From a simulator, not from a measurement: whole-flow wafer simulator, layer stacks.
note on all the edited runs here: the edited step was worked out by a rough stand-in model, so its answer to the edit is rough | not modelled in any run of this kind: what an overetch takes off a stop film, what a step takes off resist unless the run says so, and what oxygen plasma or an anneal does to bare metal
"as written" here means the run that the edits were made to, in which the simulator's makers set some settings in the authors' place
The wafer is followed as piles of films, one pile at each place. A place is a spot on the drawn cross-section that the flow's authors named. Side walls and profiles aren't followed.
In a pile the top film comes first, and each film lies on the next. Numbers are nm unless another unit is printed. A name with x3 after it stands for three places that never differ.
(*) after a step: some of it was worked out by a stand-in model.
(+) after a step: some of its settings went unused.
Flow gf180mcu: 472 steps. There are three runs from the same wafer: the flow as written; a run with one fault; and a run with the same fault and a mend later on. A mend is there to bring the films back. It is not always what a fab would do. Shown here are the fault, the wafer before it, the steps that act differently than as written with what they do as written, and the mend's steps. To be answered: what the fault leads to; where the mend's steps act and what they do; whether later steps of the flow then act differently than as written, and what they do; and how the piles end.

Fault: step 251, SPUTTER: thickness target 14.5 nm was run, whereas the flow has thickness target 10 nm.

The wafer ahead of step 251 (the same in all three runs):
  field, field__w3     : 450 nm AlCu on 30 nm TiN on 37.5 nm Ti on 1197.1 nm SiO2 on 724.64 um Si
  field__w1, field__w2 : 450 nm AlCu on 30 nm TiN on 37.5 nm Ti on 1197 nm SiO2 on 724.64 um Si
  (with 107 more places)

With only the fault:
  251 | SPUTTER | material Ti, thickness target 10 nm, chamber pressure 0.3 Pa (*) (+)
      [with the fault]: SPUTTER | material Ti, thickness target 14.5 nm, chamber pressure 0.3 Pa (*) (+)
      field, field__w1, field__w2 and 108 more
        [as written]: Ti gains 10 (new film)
        [with the fault]: Ti gains 14.5 (new film)
  Later steps of the flow acting differently than as written (5 other steps are not shown; they differ only slightly, by no more than 2% or 0.5 nm, whichever is larger):
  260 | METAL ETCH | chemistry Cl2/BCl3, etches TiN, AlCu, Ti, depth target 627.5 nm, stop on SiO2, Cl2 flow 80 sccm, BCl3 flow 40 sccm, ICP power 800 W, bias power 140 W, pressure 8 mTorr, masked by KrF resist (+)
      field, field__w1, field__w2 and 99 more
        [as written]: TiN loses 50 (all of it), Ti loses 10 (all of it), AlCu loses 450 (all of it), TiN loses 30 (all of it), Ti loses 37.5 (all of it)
        [with the fault]: TiN loses 50 (all of it), Ti loses 14.5 (all of it), AlCu loses 450 (all of it), TiN loses 30 (all of it), Ti loses 37.5 (all of it)
  By the end, the piles at field__w8, contact, m1 and 6 more depart from the flow's by more than 2% or 0.5 nm, whichever is larger.
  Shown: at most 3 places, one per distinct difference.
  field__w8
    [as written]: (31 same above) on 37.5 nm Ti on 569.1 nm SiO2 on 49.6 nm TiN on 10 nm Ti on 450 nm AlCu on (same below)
    [with the fault]: (31 same above) on 37.5 nm Ti on 564.6 nm SiO2 on 49.6 nm TiN on 14.5 nm Ti on 450 nm AlCu on (same below)
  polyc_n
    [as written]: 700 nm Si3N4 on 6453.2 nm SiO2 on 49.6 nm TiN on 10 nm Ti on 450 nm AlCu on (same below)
    [with the fault]: 700 nm Si3N4 on 6448.7 nm SiO2 on 49.6 nm TiN on 14.5 nm Ti on 450 nm AlCu on (same below)
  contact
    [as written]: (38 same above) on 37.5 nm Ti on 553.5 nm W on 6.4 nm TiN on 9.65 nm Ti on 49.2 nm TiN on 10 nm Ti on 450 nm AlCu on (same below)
    [with the fault]: (38 same above) on 37.5 nm Ti on 549 nm W on 6.42 nm TiN on 9.68 nm Ti on 49.2 nm TiN on 14.5 nm Ti on 450 nm AlCu on (same below)

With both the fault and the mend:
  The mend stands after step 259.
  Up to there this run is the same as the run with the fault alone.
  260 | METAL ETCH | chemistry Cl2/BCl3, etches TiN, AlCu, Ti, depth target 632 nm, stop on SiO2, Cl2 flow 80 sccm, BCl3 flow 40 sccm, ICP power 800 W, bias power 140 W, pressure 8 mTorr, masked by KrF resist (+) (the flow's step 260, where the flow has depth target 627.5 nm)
      field, field__w1, field__w2 and 99 more
        TiN loses 50 (all of it), Ti loses 14.5 (all of it), AlCu loses 450 (all of it), TiN loses 30 (all of it), Ti loses 37.5 (all of it)
      field__w8, contact, m1 and 6 more
        KrF resist loses 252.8
  Later steps of the flow that are run all act as written at every place that is followed, up to a difference of at most 2% or 0.5 nm, whichever is larger.
  By the end, the piles at field__w8, contact, m1 and 6 more depart from the flow's by more than 2% or 0.5 nm, whichever is larger.
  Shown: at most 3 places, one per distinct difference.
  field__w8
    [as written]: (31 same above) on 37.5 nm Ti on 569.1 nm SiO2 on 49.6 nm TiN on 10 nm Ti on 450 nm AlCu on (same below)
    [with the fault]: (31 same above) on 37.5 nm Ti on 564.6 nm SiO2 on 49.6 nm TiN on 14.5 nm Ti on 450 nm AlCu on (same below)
    [with the mend]: (31 same above) on 37.5 nm Ti on 564.6 nm SiO2 on 49.6 nm TiN on 14.5 nm Ti on 450 nm AlCu on (same below)
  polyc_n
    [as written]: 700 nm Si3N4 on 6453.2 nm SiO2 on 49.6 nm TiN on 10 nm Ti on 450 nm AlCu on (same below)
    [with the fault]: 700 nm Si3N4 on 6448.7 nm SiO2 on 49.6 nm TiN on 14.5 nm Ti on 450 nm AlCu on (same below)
    [with the mend]: 700 nm Si3N4 on 6448.7 nm SiO2 on 49.6 nm TiN on 14.5 nm Ti on 450 nm AlCu on (same below)
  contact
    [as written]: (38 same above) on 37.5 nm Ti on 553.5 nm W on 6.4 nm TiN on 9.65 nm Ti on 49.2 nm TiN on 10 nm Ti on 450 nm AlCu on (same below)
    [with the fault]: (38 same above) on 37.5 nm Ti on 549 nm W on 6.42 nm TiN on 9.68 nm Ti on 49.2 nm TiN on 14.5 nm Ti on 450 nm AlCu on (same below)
    [with the mend]: (38 same above) on 37.5 nm Ti on 549 nm W on 6.42 nm TiN on 9.68 nm Ti on 49.2 nm TiN on 14.5 nm Ti on 450 nm AlCu on (same below)
